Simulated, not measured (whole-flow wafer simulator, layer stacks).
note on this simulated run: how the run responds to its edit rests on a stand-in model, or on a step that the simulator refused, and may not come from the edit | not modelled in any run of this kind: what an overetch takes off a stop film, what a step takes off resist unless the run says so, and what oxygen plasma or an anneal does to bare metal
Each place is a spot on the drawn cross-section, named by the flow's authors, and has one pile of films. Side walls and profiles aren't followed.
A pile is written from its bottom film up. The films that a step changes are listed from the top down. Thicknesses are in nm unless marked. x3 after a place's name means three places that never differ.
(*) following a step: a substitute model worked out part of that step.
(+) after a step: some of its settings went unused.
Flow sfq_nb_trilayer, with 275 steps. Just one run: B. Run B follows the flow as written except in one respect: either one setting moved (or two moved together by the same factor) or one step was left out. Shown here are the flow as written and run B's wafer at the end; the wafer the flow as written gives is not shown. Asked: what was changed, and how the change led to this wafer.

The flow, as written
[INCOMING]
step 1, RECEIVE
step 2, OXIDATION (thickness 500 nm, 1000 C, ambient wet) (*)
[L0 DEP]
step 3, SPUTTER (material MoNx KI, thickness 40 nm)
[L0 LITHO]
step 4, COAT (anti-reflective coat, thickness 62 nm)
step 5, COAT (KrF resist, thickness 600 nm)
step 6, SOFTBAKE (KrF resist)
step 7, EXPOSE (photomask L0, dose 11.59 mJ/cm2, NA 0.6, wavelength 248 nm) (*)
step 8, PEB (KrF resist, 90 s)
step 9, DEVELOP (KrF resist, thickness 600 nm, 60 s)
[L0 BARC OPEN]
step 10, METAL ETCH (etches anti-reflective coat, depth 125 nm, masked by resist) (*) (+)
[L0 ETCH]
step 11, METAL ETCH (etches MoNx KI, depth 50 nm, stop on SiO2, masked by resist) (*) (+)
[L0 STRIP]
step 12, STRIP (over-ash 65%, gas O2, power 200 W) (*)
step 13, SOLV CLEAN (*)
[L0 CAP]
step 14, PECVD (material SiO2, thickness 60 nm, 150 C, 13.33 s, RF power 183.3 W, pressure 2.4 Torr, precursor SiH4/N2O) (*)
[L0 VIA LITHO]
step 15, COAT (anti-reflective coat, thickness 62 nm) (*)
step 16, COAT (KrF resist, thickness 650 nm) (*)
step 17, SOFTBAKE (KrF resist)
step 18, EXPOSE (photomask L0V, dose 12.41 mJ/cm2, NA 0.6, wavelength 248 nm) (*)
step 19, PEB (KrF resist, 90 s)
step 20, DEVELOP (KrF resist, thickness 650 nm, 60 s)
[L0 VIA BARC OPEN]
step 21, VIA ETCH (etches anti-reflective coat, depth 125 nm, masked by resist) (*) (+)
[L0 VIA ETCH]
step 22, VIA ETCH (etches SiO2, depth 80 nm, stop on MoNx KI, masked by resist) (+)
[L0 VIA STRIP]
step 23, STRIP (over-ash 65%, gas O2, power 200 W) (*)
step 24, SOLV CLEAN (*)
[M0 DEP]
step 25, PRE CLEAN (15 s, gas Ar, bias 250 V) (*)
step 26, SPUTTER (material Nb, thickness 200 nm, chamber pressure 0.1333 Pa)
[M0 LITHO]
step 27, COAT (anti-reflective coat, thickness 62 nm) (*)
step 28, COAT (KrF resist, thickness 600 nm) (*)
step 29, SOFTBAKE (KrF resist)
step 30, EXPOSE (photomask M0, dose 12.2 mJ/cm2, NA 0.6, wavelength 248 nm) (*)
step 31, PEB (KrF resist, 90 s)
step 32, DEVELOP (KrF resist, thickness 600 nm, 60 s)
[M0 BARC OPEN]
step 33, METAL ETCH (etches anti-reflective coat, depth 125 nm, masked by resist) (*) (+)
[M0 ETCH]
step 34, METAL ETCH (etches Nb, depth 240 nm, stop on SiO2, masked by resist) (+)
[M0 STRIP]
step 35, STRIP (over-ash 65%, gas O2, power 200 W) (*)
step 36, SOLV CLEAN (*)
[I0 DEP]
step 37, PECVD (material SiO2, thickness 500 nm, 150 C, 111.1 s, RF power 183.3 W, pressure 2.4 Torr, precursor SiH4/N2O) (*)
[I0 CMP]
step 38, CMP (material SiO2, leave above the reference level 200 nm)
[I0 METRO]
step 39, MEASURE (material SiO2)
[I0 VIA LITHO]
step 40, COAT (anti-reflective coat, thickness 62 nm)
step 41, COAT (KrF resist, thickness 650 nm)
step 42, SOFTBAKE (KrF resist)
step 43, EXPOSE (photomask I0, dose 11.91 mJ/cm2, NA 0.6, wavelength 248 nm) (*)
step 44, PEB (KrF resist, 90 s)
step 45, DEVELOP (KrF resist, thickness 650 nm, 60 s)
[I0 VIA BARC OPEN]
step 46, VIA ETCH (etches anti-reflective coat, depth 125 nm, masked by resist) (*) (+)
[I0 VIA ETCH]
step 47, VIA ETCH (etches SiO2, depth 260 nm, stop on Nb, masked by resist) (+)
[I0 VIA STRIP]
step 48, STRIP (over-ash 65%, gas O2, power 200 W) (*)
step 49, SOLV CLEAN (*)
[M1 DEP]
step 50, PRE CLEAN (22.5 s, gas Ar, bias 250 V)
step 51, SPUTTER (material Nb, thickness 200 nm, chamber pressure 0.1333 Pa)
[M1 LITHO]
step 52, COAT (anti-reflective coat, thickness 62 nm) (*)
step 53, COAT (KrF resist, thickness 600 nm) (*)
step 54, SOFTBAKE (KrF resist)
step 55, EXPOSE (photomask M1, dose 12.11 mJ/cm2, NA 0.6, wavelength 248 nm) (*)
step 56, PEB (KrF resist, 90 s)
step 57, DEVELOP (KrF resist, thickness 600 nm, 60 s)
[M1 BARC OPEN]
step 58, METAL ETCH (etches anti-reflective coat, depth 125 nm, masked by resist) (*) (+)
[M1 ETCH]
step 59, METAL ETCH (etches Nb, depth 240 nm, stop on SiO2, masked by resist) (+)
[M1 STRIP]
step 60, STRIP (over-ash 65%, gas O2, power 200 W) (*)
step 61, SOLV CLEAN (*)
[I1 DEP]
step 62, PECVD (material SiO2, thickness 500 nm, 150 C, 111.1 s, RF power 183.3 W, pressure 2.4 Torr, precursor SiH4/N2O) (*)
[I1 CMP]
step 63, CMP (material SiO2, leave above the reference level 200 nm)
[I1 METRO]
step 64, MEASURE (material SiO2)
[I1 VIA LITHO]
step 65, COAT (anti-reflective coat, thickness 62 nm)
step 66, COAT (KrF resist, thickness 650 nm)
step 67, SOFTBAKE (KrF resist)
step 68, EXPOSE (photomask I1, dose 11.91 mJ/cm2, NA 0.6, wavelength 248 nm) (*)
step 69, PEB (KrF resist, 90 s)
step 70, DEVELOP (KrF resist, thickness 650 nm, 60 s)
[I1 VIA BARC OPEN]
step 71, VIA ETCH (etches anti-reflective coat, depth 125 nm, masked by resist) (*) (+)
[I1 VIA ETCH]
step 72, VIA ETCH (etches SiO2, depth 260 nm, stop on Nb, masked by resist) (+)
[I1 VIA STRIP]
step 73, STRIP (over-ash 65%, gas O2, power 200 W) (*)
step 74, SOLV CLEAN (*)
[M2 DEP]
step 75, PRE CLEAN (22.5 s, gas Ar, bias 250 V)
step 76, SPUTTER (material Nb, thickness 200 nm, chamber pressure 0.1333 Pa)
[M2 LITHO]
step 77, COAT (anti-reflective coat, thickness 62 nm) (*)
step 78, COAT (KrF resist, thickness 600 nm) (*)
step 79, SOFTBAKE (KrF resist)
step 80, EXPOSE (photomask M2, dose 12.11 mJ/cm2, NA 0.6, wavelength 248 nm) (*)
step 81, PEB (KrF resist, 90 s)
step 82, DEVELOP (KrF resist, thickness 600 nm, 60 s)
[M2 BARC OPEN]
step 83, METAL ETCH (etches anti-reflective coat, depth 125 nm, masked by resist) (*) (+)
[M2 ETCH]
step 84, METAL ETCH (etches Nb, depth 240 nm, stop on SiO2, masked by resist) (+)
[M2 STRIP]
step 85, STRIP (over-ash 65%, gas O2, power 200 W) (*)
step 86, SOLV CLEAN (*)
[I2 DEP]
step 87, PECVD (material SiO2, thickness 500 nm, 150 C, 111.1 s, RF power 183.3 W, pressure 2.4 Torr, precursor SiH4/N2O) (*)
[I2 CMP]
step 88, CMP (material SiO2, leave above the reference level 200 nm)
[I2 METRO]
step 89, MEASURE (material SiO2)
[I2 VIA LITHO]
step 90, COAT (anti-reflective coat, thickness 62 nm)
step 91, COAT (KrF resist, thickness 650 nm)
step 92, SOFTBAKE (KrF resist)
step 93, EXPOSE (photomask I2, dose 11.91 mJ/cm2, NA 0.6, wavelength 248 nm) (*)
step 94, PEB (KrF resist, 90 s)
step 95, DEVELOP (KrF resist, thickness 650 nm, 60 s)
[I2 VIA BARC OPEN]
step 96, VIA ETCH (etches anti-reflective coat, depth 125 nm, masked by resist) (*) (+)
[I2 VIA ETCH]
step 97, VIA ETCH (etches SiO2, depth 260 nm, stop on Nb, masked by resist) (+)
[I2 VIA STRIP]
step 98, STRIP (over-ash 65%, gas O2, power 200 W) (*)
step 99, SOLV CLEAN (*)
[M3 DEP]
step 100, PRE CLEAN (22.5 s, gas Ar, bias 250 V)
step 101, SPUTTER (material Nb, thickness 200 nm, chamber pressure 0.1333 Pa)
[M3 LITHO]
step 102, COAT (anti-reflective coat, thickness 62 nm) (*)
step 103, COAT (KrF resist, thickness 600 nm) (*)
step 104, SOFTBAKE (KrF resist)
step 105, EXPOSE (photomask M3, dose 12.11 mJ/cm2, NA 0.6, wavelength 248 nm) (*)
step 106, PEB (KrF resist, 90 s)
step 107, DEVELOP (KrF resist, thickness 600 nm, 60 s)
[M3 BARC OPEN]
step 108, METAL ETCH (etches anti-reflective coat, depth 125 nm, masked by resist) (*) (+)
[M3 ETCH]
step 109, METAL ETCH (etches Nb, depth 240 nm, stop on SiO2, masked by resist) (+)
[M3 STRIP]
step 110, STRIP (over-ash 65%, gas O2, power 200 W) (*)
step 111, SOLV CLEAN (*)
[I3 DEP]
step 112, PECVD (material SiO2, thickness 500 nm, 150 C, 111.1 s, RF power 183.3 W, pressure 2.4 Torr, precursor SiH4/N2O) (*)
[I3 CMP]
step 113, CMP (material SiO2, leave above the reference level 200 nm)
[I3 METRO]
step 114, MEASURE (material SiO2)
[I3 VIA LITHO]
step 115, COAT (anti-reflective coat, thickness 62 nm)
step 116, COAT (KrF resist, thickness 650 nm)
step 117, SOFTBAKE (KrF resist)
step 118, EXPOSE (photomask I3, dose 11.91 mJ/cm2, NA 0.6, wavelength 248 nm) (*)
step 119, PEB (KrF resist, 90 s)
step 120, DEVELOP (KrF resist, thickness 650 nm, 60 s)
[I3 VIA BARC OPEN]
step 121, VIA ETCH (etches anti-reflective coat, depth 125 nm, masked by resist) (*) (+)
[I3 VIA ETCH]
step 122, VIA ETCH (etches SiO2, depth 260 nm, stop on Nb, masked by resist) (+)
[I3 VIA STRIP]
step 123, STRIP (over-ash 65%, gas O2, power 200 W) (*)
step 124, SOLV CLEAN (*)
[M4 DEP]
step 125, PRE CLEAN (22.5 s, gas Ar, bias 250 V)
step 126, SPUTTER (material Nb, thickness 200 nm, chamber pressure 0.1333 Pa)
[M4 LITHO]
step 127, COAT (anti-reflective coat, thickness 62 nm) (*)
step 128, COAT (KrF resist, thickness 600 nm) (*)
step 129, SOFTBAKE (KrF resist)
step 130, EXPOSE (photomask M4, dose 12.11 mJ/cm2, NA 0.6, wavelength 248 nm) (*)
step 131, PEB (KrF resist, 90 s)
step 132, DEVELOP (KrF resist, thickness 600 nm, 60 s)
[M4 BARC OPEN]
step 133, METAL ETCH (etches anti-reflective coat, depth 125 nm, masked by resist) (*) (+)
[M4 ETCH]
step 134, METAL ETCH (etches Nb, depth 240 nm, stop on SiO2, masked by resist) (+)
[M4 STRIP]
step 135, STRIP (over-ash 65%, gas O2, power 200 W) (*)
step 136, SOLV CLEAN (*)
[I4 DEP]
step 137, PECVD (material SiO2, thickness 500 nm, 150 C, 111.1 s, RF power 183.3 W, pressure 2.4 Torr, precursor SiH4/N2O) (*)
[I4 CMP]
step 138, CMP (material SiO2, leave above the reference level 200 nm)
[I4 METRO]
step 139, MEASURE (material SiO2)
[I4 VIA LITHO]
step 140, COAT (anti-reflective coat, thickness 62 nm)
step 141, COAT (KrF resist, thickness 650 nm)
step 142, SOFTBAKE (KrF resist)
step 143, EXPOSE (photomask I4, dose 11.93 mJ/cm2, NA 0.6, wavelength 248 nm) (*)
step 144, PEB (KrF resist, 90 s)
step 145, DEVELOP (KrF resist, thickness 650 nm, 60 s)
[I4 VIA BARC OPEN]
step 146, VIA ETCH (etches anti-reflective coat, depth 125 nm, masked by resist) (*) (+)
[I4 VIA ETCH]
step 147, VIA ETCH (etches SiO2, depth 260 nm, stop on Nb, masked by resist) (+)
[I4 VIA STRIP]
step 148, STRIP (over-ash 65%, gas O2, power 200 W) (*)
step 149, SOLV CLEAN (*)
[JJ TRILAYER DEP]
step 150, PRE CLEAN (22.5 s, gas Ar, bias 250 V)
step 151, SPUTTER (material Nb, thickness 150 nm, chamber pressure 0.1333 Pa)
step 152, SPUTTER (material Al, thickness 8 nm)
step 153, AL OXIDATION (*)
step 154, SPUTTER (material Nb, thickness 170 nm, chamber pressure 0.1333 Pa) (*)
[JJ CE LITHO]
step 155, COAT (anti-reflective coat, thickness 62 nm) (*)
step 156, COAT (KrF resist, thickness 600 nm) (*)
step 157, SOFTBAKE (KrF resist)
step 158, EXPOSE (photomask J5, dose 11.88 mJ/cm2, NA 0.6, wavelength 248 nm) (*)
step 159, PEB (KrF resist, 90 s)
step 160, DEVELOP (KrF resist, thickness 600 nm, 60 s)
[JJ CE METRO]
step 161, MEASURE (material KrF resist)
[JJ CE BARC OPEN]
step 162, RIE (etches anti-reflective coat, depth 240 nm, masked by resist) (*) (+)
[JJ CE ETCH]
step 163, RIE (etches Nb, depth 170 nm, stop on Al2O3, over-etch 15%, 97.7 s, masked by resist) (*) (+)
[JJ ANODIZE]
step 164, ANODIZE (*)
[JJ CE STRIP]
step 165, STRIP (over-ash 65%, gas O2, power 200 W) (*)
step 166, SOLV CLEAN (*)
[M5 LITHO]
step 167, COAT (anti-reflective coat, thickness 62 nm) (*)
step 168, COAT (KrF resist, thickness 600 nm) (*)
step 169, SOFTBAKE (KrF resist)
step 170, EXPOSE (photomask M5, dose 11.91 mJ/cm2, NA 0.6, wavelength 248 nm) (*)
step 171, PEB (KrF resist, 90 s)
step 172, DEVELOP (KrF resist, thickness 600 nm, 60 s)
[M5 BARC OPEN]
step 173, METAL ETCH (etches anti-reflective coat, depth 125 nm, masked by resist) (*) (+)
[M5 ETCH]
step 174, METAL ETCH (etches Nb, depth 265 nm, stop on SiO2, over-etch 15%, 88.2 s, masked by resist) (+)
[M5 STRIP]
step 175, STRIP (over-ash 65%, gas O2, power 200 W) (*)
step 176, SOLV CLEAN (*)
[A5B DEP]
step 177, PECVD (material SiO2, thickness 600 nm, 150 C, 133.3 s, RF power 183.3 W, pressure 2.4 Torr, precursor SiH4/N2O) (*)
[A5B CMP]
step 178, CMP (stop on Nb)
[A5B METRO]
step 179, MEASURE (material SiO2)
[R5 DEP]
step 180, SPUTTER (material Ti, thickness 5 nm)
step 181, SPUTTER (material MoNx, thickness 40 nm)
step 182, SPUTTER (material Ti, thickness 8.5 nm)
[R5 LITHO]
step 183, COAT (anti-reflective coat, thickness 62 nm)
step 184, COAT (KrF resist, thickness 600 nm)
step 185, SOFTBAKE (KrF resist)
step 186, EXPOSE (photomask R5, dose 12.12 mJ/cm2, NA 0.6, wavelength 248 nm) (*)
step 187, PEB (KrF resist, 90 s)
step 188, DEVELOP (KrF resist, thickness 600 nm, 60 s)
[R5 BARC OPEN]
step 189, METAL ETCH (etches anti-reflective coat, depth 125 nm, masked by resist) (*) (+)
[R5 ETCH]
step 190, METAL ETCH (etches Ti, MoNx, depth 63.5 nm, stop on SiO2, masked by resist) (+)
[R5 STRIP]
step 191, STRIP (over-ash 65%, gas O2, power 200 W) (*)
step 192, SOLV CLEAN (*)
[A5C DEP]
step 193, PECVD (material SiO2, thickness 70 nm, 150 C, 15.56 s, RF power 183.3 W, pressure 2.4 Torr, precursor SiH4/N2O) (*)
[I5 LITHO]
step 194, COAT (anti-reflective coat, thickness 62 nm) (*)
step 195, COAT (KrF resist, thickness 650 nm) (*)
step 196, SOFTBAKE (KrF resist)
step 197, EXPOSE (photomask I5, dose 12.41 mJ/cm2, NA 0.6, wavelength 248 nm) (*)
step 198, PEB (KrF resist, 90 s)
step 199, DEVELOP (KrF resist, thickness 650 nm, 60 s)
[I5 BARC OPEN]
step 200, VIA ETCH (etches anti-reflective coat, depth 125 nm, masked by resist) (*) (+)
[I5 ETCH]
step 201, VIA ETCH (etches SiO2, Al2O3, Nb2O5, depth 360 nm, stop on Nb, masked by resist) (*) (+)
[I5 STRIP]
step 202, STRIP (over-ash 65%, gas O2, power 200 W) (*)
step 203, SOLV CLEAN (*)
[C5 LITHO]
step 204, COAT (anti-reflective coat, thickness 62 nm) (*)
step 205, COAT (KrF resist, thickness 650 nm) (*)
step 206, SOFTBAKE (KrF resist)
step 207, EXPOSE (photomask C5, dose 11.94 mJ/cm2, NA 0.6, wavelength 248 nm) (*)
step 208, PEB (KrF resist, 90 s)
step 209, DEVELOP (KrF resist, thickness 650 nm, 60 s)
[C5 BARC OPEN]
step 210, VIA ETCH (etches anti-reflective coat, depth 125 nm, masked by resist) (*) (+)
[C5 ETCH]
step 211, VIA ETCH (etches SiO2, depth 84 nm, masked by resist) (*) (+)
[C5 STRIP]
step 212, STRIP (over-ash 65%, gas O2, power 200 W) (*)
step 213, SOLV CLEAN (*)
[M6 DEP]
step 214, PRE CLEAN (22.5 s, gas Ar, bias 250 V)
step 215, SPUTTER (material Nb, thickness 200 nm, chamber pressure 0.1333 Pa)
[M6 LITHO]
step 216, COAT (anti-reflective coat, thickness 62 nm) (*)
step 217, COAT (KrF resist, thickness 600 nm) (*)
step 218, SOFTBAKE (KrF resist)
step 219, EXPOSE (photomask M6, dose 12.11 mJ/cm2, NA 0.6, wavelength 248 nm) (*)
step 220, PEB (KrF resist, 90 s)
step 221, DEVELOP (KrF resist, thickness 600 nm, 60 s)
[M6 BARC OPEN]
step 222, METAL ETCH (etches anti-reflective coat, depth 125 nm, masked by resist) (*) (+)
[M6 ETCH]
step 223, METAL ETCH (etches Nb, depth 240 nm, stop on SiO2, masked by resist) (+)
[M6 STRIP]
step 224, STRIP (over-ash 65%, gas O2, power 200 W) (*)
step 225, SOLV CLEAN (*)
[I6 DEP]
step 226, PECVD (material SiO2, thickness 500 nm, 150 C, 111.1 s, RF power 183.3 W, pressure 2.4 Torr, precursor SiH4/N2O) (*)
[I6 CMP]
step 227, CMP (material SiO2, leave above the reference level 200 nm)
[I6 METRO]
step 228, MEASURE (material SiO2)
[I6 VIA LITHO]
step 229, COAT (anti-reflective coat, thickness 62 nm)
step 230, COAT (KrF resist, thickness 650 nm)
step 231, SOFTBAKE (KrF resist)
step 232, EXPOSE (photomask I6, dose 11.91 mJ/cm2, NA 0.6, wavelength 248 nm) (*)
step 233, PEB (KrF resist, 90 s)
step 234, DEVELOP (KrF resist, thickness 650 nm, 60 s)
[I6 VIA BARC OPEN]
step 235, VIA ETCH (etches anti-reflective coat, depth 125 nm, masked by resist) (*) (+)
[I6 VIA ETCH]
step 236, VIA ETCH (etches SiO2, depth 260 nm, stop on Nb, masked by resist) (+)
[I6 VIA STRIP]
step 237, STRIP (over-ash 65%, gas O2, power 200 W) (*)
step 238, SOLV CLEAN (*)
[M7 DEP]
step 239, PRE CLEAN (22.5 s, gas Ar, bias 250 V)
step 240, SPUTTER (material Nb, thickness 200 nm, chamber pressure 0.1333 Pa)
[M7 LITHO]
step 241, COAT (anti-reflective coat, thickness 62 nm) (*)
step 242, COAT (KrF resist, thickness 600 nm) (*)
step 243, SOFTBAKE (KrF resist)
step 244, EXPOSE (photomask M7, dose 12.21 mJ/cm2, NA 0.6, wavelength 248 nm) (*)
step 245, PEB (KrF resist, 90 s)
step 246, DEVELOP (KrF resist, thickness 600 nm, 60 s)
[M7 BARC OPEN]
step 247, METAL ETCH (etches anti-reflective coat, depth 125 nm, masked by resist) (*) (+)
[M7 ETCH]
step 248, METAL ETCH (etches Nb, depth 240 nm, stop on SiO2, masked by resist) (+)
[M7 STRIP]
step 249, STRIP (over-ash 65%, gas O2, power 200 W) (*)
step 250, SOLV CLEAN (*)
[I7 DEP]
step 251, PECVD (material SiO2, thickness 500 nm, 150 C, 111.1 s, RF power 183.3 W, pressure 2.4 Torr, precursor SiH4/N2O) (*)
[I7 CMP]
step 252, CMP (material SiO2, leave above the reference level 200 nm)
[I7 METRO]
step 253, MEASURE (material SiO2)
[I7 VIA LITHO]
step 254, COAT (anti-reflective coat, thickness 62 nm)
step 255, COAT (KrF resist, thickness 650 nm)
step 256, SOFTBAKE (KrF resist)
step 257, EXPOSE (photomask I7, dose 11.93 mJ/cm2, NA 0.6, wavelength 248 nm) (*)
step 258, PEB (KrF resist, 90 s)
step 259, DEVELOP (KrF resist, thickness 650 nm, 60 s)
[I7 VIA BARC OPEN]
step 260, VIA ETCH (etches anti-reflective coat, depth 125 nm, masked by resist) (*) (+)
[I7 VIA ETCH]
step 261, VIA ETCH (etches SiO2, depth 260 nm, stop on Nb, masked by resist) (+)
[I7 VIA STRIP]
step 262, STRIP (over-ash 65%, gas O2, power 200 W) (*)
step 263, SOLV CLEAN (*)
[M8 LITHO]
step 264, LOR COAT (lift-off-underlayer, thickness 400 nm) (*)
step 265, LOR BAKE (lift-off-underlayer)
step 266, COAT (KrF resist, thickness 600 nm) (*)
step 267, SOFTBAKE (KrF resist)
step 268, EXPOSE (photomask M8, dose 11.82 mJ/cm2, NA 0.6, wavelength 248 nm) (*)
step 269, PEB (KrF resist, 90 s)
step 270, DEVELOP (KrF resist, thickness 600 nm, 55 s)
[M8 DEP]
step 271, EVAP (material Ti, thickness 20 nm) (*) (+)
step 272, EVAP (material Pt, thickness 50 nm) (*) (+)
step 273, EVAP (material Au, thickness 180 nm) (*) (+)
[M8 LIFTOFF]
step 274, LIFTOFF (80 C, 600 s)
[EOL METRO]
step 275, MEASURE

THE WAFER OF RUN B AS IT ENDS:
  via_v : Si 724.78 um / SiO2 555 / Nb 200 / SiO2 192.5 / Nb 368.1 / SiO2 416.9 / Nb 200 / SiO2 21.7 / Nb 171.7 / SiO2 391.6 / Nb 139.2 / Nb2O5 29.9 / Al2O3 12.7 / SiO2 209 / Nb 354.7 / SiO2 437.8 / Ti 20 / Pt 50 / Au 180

What caused this: step 122, VIA ETCH: depth 170.6 nm was run, whereas the flow has depth 260 nm.

Step by step, how the change led to this:
  step 122, VIA ETCH (etches SiO2, depth 260 nm, stop on Nb, masked by resist) (+)
      via_v: -170.6 SiO2 (as written it would have been: -199.8 SiO2 (all of it))
      field_l, v_sur, via_wl and 102 more: -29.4 KrF resist (as written it would have been: -44.8 KrF resist)
  step 123, STRIP (over-ash 65%, gas O2, power 200 W) (*)
      field_l, v_sur, via_wl and 102 more: -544 KrF resist (all of it), -62 anti-reflective coat (all of it) (as written it would have been: -528.6 KrF resist (all of it), -62 anti-reflective coat (all of it))
  step 125, PRE CLEAN (22.5 s, gas Ar, bias 250 V)
      via_v: -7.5 SiO2 (as written it would have been: -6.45 Nb)
  step 126, SPUTTER (material Nb, thickness 200 nm, chamber pressure 0.1333 Pa)
      via_v: +171.7 Nb (new film) (as written it would have been: +165.5 Nb)
  step 127, COAT (anti-reflective coat, thickness 62 nm) (*)
      via_v: +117 anti-reflective coat (new film) (as written it would have been: +124.8 anti-reflective coat (new film))
  step 128, COAT (KrF resist, thickness 600 nm) (*)
      via_v: +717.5 KrF resist (new film) (as written it would have been: +739.8 KrF resist (new film))
  step 135, STRIP (over-ash 65%, gas O2, power 200 W) (*)
      via_v: -499.6 KrF resist (all of it), -117 anti-reflective coat (all of it) (as written it would have been: -521.8 KrF resist (all of it), -124.8 anti-reflective coat (all of it))
  step 137, PECVD (material SiO2, thickness 500 nm, 150 C, 111.1 s, RF power 183.3 W, pressure 2.4 Torr, precursor SiH4/N2O) (*)
      via_v: +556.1 SiO2 (new film) (as written it would have been: +615 SiO2 (new film))
  step 138, CMP (material SiO2, leave above the reference level 200 nm)
      via_v: -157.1 SiO2 (as written it would have been: -181.6 SiO2)
If metal films that touch count as one body, via_v has 7 bodies (between them, from the top down: SiO2 437.8; SiO2 209 / Al2O3 12.7 / Nb2O5 29.9; SiO2 391.6; SiO2 21.7; SiO2 416.9; SiO2 192.5); the flow as written gives 6 bodies (between them, from the top down: SiO2 437.8; SiO2 209 / Al2O3 12.7 / Nb2O5 29.9; SiO2 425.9; SiO2 416.9; SiO2 192.5).
